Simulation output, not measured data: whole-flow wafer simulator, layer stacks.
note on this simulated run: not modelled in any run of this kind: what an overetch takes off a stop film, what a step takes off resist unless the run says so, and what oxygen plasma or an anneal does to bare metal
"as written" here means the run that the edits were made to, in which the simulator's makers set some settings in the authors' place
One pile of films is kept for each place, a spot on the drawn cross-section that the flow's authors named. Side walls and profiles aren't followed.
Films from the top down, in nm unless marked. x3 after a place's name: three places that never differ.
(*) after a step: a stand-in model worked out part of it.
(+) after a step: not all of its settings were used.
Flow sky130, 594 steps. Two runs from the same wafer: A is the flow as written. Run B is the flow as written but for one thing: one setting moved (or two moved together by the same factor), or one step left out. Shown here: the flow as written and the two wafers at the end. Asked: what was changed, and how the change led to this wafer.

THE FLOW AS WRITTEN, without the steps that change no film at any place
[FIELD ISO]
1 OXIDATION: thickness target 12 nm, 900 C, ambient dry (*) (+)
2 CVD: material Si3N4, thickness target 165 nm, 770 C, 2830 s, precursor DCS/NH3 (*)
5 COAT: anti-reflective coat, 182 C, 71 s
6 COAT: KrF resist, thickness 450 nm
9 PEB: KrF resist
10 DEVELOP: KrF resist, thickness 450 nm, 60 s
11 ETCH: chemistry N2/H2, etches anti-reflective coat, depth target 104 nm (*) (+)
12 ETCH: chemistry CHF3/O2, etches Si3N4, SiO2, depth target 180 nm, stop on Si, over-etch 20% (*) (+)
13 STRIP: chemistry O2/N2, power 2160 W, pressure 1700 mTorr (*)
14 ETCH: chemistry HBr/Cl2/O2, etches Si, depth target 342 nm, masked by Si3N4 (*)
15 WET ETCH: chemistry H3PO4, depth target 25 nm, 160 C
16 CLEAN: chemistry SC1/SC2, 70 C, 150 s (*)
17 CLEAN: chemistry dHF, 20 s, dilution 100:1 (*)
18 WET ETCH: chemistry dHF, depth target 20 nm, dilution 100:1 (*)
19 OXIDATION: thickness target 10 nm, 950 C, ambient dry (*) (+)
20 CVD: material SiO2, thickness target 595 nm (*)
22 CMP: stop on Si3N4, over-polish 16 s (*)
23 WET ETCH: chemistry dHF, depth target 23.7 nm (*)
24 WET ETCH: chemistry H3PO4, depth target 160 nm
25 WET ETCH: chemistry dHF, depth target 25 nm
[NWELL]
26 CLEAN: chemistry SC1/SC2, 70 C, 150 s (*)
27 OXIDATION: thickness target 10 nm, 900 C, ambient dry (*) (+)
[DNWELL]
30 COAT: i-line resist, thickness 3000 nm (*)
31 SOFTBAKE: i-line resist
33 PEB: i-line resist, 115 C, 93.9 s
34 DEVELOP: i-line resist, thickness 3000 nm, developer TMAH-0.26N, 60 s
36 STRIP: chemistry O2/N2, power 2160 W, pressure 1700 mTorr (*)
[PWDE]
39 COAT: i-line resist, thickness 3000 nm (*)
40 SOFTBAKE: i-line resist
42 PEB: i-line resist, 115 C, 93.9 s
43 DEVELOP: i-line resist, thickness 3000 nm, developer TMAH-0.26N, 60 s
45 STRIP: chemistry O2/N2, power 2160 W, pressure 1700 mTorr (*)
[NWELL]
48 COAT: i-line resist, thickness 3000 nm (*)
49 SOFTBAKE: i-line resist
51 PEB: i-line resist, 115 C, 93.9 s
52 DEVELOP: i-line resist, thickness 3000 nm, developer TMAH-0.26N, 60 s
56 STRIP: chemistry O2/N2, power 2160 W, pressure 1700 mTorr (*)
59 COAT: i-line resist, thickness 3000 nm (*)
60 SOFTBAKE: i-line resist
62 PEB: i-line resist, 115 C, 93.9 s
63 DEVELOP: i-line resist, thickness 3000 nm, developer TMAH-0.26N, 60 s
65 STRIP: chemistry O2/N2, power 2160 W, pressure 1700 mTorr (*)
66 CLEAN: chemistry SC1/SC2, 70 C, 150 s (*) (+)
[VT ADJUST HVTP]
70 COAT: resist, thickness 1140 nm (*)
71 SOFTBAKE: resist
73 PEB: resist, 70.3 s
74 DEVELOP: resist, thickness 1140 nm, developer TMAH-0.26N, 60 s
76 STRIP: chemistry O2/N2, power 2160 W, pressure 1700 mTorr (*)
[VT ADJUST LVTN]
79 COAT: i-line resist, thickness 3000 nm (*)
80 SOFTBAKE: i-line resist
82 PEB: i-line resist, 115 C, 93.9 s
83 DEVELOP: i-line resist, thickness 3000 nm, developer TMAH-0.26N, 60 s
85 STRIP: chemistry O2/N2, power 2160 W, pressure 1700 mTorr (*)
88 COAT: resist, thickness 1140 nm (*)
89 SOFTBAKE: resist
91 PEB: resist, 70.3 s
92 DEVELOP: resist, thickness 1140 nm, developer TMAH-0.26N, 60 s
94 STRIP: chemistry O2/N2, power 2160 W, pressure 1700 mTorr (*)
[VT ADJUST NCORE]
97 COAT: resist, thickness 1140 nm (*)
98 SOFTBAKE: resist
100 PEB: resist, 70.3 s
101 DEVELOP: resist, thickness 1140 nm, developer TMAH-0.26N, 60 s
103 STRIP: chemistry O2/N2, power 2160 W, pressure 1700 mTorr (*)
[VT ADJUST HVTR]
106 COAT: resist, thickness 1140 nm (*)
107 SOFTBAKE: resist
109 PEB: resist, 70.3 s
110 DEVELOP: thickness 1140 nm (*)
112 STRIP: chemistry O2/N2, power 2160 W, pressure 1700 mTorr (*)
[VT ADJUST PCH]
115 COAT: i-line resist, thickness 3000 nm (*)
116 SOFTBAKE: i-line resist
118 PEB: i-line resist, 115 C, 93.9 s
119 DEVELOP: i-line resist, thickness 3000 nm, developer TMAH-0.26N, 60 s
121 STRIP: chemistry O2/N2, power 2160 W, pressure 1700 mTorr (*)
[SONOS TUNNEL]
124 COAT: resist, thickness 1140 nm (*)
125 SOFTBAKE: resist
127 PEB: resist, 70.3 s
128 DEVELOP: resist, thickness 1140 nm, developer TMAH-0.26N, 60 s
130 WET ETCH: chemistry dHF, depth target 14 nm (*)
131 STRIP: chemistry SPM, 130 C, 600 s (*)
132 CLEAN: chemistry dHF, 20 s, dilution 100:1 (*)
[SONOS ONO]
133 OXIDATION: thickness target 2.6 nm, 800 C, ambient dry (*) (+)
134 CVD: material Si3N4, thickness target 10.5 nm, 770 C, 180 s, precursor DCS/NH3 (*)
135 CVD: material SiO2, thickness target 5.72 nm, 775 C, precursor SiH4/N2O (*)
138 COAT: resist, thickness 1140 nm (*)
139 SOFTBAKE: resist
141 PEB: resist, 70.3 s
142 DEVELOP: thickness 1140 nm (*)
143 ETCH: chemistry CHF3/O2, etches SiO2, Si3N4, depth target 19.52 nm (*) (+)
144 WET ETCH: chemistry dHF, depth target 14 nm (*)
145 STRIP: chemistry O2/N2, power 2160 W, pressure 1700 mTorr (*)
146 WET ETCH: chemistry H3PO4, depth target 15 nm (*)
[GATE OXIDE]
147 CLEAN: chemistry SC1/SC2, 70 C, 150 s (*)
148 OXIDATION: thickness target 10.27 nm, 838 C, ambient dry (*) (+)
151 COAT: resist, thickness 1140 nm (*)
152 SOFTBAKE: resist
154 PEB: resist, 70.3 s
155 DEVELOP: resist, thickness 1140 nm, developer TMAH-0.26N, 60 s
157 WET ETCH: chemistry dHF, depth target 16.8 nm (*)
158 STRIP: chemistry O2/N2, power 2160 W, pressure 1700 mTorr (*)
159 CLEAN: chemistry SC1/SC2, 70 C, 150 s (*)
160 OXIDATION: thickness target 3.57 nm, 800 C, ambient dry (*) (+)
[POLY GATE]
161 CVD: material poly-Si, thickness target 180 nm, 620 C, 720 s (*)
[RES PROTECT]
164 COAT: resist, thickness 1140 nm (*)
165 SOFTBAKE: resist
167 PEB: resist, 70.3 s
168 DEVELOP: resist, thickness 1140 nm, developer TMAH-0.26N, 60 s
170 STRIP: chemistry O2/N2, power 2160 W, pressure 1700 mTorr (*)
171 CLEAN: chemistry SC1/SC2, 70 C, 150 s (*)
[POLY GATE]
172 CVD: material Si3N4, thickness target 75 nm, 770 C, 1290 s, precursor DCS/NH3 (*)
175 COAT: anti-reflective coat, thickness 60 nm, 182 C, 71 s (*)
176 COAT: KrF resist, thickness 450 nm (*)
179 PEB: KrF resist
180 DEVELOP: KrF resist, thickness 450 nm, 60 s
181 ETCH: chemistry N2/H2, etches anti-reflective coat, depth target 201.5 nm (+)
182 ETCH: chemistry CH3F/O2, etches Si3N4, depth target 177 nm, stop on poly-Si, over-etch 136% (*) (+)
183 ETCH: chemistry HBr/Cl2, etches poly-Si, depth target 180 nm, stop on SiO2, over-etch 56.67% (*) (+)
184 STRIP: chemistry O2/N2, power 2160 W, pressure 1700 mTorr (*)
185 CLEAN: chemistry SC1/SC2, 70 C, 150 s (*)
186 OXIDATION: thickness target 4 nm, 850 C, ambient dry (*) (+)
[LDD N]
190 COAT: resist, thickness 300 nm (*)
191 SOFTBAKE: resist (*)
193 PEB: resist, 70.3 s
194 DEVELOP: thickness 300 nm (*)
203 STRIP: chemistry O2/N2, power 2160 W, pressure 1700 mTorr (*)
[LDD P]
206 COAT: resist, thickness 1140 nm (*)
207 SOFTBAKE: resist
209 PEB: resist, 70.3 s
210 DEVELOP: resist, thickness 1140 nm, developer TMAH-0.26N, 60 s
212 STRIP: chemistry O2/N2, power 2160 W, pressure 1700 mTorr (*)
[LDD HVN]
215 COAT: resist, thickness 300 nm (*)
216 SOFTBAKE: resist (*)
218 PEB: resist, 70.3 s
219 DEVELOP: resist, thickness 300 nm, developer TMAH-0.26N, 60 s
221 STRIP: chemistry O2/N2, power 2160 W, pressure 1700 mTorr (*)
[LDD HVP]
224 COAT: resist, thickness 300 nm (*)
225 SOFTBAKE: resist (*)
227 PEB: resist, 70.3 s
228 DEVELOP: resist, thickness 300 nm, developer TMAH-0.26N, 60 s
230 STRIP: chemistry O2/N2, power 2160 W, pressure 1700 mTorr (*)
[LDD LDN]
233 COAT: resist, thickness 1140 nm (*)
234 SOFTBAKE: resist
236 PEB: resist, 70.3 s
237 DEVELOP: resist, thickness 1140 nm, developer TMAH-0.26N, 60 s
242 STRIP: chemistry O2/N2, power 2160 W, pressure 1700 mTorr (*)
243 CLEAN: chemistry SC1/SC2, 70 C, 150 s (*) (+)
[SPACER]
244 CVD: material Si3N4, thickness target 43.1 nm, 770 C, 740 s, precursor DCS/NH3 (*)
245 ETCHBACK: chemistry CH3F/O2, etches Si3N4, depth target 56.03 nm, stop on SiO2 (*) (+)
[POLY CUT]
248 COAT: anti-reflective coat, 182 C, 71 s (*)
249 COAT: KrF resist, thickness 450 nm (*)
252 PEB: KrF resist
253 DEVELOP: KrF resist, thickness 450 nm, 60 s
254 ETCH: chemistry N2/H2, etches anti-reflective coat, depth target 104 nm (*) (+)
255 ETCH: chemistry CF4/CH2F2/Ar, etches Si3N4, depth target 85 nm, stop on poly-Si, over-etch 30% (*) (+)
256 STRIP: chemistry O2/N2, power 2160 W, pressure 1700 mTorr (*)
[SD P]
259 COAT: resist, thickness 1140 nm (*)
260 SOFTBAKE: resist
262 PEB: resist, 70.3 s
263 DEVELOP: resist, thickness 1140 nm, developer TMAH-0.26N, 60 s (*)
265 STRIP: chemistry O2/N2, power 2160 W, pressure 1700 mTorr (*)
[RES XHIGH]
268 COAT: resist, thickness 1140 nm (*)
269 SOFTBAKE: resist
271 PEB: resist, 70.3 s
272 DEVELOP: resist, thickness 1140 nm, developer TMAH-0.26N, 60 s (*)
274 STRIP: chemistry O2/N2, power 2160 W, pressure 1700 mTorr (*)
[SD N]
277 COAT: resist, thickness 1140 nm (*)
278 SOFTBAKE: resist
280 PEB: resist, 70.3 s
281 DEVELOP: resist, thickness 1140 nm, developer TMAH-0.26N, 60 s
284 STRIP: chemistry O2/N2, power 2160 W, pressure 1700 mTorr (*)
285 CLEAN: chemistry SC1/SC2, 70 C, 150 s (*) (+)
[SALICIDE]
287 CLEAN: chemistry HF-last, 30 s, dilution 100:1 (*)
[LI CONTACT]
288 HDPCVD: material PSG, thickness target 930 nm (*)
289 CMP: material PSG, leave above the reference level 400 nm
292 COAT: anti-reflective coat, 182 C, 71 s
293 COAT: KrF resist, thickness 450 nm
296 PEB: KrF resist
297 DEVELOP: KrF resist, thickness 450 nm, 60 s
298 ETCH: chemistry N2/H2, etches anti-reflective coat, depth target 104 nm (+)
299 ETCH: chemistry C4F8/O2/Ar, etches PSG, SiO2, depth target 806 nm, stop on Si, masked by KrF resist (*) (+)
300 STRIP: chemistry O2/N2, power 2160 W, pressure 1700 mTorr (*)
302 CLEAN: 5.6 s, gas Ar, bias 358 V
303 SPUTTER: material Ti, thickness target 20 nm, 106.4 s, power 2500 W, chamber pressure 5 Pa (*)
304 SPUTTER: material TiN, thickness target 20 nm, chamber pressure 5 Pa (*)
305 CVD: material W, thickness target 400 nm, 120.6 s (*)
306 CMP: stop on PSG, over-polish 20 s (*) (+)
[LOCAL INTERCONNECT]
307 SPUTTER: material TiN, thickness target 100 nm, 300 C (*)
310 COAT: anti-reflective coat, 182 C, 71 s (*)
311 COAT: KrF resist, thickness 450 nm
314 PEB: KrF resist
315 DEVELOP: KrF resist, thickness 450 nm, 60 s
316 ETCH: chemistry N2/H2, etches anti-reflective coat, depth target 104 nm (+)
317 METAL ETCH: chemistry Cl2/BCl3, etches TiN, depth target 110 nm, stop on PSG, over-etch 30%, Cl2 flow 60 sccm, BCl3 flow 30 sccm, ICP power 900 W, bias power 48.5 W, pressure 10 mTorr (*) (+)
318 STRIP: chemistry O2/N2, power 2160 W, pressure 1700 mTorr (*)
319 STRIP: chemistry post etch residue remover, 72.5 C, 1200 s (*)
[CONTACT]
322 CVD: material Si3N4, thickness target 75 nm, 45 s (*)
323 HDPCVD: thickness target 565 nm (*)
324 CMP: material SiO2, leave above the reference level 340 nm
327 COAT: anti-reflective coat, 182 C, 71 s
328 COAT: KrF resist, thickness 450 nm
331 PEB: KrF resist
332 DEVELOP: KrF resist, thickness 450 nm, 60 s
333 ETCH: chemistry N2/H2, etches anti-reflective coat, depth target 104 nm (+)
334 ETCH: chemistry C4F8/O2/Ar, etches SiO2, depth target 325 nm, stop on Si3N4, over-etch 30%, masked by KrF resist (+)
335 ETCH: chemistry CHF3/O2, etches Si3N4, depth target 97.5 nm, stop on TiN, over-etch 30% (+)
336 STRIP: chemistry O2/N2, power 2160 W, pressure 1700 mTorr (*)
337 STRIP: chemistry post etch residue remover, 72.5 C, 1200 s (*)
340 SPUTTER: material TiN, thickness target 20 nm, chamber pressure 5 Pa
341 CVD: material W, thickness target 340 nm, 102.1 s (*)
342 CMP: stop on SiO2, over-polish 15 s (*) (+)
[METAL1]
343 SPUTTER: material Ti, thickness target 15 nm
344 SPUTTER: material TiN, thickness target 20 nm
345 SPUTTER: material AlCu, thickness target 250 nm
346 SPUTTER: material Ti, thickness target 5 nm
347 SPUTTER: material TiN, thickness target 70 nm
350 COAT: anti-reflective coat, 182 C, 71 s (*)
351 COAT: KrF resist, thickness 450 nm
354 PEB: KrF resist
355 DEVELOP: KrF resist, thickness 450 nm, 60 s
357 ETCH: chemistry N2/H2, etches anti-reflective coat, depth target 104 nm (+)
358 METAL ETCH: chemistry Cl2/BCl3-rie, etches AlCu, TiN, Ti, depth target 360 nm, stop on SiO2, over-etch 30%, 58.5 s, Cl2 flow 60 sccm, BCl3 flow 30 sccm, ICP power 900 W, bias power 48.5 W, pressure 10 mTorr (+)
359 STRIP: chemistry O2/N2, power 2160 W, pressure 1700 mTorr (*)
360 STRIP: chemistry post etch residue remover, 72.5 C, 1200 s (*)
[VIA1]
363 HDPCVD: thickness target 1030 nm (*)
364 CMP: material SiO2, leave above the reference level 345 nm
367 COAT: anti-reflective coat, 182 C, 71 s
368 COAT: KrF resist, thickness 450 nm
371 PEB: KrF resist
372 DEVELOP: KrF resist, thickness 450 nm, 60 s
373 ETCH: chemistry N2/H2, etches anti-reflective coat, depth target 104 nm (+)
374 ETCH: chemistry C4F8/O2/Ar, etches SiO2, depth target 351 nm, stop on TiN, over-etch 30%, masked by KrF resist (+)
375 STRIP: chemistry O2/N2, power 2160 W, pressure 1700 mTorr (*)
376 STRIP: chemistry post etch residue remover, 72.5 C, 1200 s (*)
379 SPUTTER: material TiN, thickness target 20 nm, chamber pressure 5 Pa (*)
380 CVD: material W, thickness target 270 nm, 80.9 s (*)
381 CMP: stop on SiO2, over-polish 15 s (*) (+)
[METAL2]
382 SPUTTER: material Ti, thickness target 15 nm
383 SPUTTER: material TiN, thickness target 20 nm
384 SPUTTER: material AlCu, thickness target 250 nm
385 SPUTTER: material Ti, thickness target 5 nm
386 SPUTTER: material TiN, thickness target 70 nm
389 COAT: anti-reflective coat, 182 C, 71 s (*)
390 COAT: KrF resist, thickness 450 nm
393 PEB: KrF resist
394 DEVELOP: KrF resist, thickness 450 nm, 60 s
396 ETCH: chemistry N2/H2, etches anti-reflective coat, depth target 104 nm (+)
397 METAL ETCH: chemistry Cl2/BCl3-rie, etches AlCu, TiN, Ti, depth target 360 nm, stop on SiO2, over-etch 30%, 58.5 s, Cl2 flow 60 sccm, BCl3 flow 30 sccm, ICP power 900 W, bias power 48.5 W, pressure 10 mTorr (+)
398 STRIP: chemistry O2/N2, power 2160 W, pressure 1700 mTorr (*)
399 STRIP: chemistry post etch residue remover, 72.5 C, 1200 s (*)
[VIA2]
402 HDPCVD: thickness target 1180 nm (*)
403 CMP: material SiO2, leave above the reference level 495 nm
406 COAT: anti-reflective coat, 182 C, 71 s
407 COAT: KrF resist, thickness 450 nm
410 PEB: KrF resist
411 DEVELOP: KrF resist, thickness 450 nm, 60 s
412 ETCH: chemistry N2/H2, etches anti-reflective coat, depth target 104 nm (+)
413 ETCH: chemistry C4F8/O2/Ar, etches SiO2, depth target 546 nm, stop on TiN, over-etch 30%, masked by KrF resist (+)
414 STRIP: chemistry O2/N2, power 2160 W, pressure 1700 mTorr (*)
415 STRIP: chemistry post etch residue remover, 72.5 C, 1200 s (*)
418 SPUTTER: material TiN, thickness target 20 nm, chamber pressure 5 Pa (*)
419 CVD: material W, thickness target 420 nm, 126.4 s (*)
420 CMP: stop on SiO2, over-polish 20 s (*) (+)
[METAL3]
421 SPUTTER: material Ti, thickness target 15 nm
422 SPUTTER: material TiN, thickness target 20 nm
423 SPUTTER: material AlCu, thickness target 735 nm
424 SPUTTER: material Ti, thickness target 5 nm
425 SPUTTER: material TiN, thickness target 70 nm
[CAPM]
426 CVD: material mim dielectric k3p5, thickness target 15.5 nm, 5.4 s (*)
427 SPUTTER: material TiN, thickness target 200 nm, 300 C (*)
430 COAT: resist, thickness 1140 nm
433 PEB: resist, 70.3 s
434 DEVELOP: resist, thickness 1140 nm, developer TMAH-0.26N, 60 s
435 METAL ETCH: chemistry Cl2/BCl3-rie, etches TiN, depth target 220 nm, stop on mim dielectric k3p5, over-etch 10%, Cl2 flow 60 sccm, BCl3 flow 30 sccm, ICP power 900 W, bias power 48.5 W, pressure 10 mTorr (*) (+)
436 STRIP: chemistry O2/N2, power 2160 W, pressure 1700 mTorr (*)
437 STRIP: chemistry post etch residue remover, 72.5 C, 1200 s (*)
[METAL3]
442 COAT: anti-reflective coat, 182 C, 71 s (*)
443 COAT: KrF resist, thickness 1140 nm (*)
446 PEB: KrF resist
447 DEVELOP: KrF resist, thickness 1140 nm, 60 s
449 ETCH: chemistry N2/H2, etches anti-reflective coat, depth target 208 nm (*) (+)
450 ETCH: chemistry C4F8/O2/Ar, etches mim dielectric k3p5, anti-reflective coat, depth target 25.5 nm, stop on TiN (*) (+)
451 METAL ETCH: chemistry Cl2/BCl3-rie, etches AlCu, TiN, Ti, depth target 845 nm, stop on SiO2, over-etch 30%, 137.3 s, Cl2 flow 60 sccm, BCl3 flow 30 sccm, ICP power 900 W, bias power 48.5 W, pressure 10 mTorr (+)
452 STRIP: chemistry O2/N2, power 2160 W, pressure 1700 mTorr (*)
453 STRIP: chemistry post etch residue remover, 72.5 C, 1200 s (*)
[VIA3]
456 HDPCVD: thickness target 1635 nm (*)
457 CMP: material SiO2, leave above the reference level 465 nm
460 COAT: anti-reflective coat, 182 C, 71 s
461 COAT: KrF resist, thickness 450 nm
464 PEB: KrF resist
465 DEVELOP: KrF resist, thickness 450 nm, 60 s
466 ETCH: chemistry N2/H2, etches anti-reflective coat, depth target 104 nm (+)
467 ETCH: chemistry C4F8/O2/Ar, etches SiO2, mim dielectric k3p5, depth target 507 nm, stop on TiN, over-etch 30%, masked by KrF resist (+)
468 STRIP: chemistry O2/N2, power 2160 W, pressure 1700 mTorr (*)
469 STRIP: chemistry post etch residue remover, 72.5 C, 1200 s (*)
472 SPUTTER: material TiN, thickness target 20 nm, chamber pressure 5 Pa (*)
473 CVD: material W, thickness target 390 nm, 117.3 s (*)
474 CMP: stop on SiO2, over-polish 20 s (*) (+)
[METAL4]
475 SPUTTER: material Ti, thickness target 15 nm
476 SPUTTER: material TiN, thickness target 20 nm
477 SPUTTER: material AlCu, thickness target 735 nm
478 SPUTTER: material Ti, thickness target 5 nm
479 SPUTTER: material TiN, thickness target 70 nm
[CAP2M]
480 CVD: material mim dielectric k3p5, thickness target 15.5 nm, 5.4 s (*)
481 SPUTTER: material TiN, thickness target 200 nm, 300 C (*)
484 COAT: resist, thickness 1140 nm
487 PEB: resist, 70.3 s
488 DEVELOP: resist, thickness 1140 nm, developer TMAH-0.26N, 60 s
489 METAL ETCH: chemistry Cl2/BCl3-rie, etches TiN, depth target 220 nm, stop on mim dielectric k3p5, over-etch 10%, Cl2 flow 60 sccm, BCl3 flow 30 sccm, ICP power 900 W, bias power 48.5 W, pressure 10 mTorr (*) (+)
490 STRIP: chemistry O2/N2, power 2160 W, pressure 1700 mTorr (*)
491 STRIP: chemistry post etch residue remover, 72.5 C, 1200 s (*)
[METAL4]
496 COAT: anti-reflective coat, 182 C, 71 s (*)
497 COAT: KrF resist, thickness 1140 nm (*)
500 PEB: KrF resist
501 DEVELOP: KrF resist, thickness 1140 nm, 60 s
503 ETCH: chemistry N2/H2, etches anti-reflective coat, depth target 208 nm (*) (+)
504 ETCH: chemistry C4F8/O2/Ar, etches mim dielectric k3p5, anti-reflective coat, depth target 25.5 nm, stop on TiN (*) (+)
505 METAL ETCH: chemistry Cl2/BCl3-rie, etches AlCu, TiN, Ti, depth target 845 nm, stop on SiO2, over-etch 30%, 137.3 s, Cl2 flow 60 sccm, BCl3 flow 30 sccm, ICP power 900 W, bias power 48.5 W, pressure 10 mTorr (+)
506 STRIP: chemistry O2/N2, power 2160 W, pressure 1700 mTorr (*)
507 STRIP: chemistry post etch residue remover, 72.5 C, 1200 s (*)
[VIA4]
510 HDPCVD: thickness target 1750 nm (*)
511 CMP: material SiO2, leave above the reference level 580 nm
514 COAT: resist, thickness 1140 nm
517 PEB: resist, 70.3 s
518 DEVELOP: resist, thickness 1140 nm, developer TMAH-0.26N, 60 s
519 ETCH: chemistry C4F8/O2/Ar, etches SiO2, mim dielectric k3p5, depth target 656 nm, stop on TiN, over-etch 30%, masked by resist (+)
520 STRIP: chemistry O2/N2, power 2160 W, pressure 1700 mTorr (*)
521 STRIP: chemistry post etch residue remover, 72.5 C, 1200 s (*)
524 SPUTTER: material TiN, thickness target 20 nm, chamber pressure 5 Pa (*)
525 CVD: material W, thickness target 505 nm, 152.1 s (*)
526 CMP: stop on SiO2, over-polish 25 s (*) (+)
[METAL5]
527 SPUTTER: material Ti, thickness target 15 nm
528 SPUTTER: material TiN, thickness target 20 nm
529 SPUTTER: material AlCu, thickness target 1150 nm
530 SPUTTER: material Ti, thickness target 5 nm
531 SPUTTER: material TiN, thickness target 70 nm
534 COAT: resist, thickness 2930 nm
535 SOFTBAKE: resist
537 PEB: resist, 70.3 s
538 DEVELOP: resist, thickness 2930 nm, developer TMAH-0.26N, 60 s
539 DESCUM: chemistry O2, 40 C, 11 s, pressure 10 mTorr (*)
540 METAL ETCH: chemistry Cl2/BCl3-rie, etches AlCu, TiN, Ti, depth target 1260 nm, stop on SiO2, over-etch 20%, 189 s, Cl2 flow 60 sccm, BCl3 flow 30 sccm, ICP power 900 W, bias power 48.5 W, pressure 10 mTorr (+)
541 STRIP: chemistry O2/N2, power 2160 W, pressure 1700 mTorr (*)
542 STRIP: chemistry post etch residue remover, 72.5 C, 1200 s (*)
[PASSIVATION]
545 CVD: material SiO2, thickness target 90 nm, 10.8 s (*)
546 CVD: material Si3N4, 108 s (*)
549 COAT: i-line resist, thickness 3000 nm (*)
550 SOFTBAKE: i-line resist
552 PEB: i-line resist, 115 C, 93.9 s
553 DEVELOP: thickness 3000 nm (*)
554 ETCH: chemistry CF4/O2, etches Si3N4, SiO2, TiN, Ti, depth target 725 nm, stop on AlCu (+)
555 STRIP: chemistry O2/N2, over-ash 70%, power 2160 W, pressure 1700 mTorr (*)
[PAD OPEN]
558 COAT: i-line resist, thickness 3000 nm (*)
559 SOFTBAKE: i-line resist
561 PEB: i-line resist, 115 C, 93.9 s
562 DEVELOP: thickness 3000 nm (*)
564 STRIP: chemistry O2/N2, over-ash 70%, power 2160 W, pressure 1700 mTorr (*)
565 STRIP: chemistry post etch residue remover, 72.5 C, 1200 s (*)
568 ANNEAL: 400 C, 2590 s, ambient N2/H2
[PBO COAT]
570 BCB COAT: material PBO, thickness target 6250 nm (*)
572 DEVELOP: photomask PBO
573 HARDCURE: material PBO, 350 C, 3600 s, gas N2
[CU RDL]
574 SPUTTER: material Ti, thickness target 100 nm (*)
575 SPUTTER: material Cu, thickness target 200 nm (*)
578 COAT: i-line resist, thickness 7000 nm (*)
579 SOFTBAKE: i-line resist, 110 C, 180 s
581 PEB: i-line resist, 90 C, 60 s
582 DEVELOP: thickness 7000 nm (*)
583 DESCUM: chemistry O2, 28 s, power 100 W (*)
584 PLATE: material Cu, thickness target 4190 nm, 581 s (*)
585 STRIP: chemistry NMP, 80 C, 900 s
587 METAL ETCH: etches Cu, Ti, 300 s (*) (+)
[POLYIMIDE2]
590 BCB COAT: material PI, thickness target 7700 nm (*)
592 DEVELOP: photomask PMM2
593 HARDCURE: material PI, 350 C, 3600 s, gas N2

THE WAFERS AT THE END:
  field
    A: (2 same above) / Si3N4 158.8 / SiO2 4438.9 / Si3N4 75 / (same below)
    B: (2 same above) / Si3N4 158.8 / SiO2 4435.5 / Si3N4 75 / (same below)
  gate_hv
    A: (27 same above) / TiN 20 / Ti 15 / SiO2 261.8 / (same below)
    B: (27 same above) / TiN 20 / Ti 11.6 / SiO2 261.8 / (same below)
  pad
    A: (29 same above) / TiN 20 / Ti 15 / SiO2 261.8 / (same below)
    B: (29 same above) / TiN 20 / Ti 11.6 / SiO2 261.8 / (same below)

The cause: step 343, SPUTTER: thickness target 11.6 nm was run, where the flow has thickness target 15 nm.
It can be read off the wafer: gate_hv has Ti 11.6, and step 343 as written asks for 15 nm.

How the change led to this, step by step:
  343 SPUTTER: material Ti, thickness target 15 nm
      field, active, n_well and 188 more: A Ti +15 (new film) | B Ti +11.6 (new film)
  358 METAL ETCH: chemistry Cl2/BCl3-rie, etches AlCu, TiN, Ti, depth target 360 nm, stop on SiO2, over-etch 30%, 58.5 s, Cl2 flow 60 sccm, BCl3 flow 30 sccm, ICP power 900 W, bias power 48.5 W, pressure 10 mTorr (+)
      field, active, gate and 81 more: A TiN -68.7 (all of it), Ti -5 (all of it), AlCu -250 (all of it), TiN -20 (all of it), Ti -15 (all of it), SiO2 -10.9 | B TiN -68.7 (all of it), Ti -5 (all of it), AlCu -250 (all of it), TiN -20 (all of it), Ti -11.6 (all of it), SiO2 -11.3
